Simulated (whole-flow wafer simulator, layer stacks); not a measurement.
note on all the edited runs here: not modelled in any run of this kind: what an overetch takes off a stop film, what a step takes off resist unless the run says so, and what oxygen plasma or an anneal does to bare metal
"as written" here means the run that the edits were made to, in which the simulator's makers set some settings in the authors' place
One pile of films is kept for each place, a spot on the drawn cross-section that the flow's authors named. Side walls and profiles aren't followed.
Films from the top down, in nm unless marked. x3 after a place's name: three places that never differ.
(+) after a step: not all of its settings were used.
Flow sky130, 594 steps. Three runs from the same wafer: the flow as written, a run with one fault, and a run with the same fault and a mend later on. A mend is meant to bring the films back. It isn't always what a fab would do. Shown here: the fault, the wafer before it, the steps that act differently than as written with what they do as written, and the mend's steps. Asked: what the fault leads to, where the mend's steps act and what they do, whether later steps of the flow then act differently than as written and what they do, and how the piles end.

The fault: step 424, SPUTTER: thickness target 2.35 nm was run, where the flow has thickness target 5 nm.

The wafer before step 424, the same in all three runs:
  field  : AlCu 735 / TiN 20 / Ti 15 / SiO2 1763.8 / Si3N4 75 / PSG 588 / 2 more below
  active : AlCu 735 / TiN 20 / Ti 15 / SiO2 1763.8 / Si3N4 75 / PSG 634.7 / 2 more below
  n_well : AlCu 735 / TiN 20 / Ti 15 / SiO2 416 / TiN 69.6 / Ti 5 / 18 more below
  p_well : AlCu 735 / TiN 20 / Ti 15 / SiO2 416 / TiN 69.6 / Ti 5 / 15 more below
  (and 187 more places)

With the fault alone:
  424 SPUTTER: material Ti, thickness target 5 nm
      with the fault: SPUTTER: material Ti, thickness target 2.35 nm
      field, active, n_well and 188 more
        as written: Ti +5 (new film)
        with the fault: Ti +2.35 (new film)
  Later steps of the flow that act differently than as written (25 more steps differ only slightly, by at most 2% or 0.5 nm, whichever is larger, and aren't shown):
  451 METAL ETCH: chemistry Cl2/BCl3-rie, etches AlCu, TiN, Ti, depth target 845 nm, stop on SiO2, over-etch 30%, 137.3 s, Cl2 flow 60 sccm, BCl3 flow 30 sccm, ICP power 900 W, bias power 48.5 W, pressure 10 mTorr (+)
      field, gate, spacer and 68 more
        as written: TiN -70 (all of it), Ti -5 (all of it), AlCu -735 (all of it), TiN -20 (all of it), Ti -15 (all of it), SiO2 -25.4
        with the fault: TiN -70 (all of it), Ti -2.35 (all of it), AlCu -735 (all of it), TiN -20 (all of it), Ti -15 (all of it), SiO2 -25.6
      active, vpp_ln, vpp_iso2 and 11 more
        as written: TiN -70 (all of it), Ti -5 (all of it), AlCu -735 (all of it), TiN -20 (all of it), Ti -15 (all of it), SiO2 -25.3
        with the fault: TiN -70 (all of it), Ti -2.35 (all of it), AlCu -735 (all of it), TiN -20 (all of it), Ti -15 (all of it), SiO2 -25.6
  At the end the piles differ from the flow's by more than 2% or 0.5 nm, whichever is larger, at n_well, p_well, gate_hv and 104 more.
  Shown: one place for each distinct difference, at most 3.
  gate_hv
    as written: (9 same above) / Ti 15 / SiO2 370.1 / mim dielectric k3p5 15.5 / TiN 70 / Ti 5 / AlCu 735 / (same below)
    with the fault: (9 same above) / Ti 15 / SiO2 372.8 / mim dielectric k3p5 15.5 / TiN 70 / Ti 2.35 / AlCu 735 / (same below)
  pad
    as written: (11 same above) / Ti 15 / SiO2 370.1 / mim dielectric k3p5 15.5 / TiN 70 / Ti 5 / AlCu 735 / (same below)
    with the fault: (11 same above) / Ti 15 / SiO2 372.8 / mim dielectric k3p5 15.5 / TiN 70 / Ti 2.35 / AlCu 735 / (same below)
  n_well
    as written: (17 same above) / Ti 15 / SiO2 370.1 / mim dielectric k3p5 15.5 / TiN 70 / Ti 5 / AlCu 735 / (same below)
    with the fault: (17 same above) / Ti 15 / SiO2 372.8 / mim dielectric k3p5 15.5 / TiN 70 / Ti 2.35 / AlCu 735 / (same below)

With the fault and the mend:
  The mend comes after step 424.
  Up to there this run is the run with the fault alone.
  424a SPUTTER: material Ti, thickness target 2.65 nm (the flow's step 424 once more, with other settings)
      field, active, n_well and 188 more
        Ti +2.65
  No later step of the flow acts differently than as written at any place that is followed.
  At the end the piles are the same as the flow's at every place that both follow.
